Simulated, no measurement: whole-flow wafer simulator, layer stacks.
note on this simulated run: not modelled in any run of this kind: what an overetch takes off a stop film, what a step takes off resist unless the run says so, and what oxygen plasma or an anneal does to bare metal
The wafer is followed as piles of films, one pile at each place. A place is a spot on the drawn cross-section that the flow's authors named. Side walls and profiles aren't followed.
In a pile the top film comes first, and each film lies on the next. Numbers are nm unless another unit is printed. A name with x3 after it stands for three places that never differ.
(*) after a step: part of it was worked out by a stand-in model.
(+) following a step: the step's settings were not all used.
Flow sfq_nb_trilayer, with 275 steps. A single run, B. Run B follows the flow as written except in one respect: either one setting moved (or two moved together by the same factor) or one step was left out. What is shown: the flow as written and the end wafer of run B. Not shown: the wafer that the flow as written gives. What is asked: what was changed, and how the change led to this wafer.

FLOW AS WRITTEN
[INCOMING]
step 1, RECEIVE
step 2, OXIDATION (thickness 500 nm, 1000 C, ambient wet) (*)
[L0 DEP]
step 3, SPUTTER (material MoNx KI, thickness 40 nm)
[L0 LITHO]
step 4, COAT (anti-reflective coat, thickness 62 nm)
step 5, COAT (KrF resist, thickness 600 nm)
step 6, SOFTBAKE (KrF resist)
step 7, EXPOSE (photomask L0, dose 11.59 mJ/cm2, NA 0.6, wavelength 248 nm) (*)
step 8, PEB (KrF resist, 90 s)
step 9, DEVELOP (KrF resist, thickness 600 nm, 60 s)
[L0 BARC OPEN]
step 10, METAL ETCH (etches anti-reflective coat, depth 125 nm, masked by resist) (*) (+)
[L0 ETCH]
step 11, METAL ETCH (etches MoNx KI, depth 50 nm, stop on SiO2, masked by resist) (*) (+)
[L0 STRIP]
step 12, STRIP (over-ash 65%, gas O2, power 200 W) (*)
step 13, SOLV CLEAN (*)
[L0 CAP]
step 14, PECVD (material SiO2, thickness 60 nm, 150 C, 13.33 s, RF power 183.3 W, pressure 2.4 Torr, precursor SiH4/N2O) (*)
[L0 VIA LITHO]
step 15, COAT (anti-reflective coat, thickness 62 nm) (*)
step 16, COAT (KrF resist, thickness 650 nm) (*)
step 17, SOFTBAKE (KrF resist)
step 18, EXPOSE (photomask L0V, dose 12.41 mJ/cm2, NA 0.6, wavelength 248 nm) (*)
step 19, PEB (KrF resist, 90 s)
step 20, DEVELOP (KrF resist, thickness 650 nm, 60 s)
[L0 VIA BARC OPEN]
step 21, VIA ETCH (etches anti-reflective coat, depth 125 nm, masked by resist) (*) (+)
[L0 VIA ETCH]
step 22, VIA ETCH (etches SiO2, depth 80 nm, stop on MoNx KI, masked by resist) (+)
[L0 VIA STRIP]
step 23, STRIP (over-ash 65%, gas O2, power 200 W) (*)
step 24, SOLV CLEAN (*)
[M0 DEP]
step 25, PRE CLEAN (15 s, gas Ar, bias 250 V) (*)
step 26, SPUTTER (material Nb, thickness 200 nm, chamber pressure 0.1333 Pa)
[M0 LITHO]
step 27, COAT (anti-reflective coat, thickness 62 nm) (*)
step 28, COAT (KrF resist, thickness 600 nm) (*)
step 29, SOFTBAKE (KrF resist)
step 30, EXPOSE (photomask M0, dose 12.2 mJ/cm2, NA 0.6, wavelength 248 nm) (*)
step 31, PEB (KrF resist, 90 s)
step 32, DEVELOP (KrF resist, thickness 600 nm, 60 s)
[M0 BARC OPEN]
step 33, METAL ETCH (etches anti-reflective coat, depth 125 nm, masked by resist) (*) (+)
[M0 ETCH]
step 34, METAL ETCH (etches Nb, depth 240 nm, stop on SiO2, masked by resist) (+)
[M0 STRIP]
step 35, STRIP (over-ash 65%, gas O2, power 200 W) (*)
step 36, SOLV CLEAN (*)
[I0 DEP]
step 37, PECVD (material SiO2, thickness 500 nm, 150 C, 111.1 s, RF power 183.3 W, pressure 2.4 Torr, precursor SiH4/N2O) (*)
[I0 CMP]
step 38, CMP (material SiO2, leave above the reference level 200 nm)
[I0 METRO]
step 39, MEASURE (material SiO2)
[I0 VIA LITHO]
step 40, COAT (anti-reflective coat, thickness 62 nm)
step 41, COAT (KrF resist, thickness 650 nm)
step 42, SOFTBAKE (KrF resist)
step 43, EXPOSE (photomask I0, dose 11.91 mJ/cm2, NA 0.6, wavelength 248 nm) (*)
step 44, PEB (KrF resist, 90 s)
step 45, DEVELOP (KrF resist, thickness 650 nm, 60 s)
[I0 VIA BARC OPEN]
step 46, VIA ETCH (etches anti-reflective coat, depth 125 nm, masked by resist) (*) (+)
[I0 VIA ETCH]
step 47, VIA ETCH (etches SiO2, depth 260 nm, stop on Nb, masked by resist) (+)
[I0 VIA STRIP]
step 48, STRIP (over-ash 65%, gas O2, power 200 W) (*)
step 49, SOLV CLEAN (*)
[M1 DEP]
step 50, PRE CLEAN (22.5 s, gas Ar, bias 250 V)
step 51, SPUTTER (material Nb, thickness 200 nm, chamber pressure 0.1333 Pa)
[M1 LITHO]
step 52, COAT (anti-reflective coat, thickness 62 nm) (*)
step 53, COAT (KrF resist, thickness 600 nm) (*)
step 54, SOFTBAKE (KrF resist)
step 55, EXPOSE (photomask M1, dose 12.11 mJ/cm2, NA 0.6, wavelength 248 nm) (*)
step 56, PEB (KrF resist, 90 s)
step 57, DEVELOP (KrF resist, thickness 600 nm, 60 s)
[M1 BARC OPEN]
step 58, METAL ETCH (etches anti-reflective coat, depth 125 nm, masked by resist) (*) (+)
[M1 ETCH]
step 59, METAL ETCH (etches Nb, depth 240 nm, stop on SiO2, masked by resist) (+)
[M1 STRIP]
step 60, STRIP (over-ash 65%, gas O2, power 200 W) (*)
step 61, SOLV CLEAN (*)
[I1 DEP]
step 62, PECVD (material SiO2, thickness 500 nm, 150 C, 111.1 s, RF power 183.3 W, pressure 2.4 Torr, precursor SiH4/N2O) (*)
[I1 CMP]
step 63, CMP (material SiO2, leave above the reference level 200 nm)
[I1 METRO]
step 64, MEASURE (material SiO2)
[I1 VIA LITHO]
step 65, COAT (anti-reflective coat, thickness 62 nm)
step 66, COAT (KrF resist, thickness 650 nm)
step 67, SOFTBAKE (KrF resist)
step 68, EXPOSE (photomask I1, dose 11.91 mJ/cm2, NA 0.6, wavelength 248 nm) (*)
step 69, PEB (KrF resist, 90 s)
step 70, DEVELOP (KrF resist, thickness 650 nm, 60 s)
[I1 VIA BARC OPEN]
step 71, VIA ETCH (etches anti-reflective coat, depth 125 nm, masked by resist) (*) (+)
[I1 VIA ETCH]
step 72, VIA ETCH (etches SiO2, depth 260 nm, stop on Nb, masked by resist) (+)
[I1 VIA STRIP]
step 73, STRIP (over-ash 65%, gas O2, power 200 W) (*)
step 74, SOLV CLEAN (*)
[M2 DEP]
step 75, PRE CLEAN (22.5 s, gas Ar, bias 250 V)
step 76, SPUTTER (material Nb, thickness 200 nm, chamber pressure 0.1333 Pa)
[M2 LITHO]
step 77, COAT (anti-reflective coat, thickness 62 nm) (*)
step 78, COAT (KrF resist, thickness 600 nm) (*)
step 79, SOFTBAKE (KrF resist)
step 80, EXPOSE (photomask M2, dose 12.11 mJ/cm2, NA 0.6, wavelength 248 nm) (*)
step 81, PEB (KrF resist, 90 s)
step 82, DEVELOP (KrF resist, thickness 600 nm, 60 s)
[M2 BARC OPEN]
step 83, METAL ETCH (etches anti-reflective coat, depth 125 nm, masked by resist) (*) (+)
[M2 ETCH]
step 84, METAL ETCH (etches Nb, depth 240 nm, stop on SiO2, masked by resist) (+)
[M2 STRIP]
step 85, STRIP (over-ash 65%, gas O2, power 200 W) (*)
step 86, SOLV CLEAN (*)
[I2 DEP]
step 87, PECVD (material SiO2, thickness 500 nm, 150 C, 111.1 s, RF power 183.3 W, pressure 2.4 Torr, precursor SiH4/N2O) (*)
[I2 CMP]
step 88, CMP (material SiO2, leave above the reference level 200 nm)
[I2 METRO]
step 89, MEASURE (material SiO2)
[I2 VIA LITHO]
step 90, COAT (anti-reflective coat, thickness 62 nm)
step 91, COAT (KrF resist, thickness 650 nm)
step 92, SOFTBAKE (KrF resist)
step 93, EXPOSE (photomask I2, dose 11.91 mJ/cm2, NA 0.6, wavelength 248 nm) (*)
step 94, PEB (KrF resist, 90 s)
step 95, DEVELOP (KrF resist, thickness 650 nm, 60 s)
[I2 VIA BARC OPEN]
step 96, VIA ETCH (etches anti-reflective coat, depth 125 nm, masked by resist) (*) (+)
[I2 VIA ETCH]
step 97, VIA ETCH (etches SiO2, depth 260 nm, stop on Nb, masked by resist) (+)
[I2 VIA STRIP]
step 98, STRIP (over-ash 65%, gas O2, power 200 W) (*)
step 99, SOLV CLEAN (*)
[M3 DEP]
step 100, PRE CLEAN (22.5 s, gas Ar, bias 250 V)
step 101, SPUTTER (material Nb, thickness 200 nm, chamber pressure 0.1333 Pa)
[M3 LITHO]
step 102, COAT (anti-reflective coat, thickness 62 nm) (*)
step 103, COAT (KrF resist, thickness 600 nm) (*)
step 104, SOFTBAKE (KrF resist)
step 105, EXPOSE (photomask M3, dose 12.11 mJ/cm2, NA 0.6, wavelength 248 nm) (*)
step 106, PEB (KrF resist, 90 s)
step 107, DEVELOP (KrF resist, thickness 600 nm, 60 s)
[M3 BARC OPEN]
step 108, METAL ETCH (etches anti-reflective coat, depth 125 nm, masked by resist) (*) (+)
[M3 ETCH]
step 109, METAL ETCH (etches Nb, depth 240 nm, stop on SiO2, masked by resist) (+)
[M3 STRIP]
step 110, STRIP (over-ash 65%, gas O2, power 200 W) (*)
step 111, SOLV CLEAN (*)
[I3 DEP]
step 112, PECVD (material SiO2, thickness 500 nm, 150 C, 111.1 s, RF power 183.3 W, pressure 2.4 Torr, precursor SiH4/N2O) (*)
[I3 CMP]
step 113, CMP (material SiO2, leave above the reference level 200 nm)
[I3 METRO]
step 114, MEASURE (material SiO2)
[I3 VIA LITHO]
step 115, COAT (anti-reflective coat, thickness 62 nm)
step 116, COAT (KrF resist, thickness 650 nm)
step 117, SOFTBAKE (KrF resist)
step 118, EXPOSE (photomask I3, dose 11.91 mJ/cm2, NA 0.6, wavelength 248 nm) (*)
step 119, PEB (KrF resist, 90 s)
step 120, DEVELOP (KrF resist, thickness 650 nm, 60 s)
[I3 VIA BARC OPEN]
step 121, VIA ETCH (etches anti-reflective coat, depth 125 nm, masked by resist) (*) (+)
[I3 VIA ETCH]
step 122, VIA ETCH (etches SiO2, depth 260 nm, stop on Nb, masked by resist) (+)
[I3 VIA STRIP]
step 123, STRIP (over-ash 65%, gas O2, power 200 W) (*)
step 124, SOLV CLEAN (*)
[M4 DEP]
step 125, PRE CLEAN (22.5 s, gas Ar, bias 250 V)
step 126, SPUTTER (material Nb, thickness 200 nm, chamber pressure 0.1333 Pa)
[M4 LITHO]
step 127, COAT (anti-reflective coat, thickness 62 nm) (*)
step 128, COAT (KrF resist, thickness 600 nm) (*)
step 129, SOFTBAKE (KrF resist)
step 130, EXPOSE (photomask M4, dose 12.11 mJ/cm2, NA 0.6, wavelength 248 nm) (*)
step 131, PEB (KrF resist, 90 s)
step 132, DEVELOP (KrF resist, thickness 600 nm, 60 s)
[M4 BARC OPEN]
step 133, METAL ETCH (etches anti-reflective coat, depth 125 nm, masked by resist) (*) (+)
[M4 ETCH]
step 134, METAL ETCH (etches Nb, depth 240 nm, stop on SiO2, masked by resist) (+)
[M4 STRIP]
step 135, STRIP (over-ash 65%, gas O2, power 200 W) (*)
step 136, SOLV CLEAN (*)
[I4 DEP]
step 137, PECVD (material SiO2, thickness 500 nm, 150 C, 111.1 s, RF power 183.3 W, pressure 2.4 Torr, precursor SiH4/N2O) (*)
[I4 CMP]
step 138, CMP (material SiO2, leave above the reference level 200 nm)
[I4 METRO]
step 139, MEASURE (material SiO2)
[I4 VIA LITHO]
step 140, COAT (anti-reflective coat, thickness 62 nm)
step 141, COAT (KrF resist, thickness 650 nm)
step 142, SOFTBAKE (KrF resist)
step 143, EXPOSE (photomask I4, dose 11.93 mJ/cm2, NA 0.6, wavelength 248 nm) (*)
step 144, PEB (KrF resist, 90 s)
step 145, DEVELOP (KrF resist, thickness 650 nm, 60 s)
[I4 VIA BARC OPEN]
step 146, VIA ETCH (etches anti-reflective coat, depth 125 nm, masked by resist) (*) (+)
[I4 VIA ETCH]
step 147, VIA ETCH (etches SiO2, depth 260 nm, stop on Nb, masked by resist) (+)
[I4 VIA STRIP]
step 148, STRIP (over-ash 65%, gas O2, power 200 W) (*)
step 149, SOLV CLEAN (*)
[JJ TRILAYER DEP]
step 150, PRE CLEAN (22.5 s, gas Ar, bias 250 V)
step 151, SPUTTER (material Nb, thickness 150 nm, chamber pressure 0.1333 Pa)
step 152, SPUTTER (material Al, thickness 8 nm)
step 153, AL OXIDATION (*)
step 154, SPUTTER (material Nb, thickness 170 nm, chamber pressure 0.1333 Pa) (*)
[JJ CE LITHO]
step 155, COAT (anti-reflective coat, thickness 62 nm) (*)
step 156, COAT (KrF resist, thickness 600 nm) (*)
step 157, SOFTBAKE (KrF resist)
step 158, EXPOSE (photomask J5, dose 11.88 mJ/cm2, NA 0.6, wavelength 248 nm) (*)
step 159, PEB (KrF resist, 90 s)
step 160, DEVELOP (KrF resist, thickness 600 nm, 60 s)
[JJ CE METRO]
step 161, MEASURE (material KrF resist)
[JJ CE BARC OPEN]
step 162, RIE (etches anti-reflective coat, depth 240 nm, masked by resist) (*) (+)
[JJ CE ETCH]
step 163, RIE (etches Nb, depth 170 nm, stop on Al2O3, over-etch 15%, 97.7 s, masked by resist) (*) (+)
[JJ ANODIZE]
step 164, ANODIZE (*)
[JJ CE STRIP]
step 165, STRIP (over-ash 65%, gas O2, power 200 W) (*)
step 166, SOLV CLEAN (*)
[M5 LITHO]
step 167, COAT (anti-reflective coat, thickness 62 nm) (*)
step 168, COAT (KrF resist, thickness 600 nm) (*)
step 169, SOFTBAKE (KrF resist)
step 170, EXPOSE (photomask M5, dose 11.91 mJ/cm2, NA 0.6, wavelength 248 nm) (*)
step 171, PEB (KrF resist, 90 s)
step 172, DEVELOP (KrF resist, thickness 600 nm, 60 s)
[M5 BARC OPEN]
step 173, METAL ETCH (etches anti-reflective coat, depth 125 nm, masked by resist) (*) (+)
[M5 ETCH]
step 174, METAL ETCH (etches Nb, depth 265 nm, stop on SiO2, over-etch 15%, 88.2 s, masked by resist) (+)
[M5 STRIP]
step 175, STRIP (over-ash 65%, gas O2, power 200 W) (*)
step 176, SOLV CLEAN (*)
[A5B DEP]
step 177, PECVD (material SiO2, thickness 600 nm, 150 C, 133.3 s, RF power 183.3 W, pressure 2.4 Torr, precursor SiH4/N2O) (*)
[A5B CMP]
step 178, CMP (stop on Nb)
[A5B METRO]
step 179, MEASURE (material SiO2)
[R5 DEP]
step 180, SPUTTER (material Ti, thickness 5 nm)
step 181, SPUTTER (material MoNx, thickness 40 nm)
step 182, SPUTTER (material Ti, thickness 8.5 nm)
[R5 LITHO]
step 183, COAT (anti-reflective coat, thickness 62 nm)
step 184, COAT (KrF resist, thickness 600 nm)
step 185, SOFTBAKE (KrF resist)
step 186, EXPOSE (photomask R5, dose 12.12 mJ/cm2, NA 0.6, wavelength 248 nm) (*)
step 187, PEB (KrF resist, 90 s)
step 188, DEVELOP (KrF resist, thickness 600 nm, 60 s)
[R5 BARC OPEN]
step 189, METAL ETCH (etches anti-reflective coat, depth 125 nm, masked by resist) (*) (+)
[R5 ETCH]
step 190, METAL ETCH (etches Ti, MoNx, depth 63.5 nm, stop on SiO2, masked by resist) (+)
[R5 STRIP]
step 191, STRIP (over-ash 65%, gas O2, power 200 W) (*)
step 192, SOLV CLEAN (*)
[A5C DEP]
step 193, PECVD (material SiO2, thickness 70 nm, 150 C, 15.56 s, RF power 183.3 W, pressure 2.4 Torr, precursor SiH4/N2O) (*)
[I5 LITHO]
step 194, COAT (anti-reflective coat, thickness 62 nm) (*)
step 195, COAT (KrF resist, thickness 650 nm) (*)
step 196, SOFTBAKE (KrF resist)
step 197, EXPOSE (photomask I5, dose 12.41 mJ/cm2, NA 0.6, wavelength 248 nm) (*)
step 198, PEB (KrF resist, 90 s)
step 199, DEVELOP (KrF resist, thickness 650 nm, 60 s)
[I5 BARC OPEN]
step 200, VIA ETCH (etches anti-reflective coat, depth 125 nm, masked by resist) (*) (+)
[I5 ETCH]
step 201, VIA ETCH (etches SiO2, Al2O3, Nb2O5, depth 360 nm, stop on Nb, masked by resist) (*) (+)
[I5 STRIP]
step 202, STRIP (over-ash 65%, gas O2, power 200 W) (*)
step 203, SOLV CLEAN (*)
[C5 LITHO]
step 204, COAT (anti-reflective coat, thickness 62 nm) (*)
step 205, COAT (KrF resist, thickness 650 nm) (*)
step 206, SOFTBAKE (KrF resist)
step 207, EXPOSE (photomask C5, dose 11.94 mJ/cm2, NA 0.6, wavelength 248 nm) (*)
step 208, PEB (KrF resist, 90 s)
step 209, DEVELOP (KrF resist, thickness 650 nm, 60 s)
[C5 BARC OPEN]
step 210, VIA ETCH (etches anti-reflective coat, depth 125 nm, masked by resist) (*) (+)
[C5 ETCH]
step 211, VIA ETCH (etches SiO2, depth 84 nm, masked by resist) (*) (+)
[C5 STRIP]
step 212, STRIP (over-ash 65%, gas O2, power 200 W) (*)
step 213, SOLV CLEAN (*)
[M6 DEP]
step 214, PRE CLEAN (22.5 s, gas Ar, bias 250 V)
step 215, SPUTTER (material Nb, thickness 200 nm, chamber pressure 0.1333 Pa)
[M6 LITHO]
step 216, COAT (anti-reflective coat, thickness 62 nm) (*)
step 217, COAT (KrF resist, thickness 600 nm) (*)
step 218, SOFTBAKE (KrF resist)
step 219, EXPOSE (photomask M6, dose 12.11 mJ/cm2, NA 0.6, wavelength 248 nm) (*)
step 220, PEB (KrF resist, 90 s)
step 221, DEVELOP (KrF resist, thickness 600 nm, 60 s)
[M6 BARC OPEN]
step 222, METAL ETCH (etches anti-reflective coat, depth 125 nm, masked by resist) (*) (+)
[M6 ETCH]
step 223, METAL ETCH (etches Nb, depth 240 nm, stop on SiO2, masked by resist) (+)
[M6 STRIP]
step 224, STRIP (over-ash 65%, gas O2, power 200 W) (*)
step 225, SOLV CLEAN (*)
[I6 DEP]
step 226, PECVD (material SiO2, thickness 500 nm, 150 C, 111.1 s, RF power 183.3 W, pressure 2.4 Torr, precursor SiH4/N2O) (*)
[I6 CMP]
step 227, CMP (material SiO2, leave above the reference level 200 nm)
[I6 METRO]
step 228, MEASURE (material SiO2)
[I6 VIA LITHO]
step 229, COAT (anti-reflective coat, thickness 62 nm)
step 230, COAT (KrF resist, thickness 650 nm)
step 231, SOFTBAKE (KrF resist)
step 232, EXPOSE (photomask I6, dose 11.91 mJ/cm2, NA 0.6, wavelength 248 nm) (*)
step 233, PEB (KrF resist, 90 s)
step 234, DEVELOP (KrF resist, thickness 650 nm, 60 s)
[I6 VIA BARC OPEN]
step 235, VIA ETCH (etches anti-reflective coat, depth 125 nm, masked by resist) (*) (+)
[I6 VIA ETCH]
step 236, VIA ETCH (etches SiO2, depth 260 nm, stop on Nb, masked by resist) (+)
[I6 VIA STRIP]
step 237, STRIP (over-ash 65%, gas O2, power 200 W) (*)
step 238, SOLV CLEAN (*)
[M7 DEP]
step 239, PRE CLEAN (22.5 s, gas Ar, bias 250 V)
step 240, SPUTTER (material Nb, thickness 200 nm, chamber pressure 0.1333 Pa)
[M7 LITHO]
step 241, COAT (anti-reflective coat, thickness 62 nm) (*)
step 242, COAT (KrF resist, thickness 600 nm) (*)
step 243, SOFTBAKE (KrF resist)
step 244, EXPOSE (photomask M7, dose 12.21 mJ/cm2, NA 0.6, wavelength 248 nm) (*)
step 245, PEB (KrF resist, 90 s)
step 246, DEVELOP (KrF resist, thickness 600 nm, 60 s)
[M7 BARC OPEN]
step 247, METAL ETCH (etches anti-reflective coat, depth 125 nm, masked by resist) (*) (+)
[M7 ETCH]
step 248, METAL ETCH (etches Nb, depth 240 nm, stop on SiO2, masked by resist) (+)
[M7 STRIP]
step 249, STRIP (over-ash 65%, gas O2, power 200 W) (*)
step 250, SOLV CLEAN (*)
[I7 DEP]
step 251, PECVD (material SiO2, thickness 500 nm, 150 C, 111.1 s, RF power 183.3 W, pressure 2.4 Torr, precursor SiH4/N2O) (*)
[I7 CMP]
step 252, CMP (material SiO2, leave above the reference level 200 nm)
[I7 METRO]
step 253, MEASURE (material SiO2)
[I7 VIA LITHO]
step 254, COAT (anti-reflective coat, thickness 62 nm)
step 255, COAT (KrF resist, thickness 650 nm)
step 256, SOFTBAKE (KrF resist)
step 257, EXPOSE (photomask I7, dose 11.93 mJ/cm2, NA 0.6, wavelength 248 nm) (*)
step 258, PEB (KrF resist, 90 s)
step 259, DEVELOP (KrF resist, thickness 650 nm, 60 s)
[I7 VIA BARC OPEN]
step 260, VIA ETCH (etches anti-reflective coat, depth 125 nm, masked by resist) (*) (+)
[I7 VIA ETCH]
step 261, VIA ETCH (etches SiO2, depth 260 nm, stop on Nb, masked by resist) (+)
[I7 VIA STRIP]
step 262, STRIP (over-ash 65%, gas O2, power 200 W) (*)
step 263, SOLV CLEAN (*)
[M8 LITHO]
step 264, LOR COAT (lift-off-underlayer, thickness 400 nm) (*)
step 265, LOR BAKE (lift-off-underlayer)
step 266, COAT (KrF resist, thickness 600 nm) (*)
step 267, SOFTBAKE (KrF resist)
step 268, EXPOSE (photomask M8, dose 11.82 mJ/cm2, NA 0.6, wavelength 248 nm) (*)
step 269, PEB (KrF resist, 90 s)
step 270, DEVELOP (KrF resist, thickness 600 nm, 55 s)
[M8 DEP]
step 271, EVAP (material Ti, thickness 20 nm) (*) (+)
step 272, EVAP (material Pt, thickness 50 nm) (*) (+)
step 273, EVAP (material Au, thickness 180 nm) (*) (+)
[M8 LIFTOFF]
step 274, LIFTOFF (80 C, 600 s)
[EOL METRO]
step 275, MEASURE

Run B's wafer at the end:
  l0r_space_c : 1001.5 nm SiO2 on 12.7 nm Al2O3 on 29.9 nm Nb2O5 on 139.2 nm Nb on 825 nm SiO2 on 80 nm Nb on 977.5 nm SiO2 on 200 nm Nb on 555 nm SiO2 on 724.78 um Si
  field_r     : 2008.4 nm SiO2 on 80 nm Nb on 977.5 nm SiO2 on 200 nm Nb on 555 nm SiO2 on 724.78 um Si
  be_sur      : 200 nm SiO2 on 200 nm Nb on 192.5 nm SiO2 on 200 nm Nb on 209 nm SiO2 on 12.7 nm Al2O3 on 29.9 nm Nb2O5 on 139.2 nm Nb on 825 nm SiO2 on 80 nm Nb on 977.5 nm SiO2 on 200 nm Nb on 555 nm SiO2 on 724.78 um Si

Cause: step 101, SPUTTER: thickness 320 nm was run, whereas the flow has thickness 200 nm.

How this came from the change, step by step:
  step 101, SPUTTER (material Nb, thickness 200 nm, chamber pressure 0.1333 Pa)
      field_l, v_sur, via_wl and 102 more: Nb gains 320 (new film) (as written it would have been: Nb gains 200 (new film))
      via_w: Nb gains 266.8 (as written it would have been: Nb gains 165.5)
  step 102, COAT (anti-reflective coat, thickness 62 nm) (*)
      via_w: anti-reflective coat gains 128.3 (new film) (as written it would have been: anti-reflective coat gains 124.8 (new film))
  step 109, METAL ETCH (etches Nb, depth 240 nm, stop on SiO2, masked by resist) (+)
      field_l, be, be_sur and 72 more: Nb loses 240 (as written it would have been: Nb loses 200 (all of it))
  step 110, STRIP (over-ash 65%, gas O2, power 200 W) (*)
      via_w: KrF resist loses 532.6 (all of it), anti-reflective coat loses 128.3 (all of it) (as written it would have been: KrF resist loses 520 (all of it), anti-reflective coat loses 124.8 (all of it))
  step 112, PECVD (material SiO2, thickness 500 nm, 150 C, 111.1 s, RF power 183.3 W, pressure 2.4 Torr, precursor SiH4/N2O) (*)
      field_l, be, be_sur and 64 more: SiO2 gains 500 (new film) (as written it would have been: SiO2 gains 500)
      p4_g1 x2, p3_s0 x6: SiO2 gains 597.1 (new film) (as written it would have been: SiO2 gains 557.1)
  step 113, CMP (material SiO2, leave above the reference level 200 nm)
      field_l, be, be_sur and 64 more: SiO2 loses 60 (as written it would have been: SiO2 loses 100)
      via_w: SiO2 loses 157.1 (as written it would have been: SiO2 loses 181.6)
With metal films that touch counted as one body, l0r_space_c has 3 bodies (between them, from the top down: SiO2 825; SiO2 977.5); the flow as written gives 2 bodies (between them, from the top down: SiO2 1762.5).
With metal films that touch counted as one body, field_r has 2 bodies (between them, from the top down: SiO2 977.5); the flow as written gives 1 body.
With metal films that touch counted as one body, be_sur has 5 bodies (between them, from the top down: SiO2 192.5; SiO2 209 / Al2O3 12.7 / Nb2O5 29.9; SiO2 825; SiO2 977.5); the flow as written gives 4 bodies (between them, from the top down: SiO2 192.5; SiO2 209 / Al2O3 12.7 / Nb2O5 29.9; SiO2 1762.5).
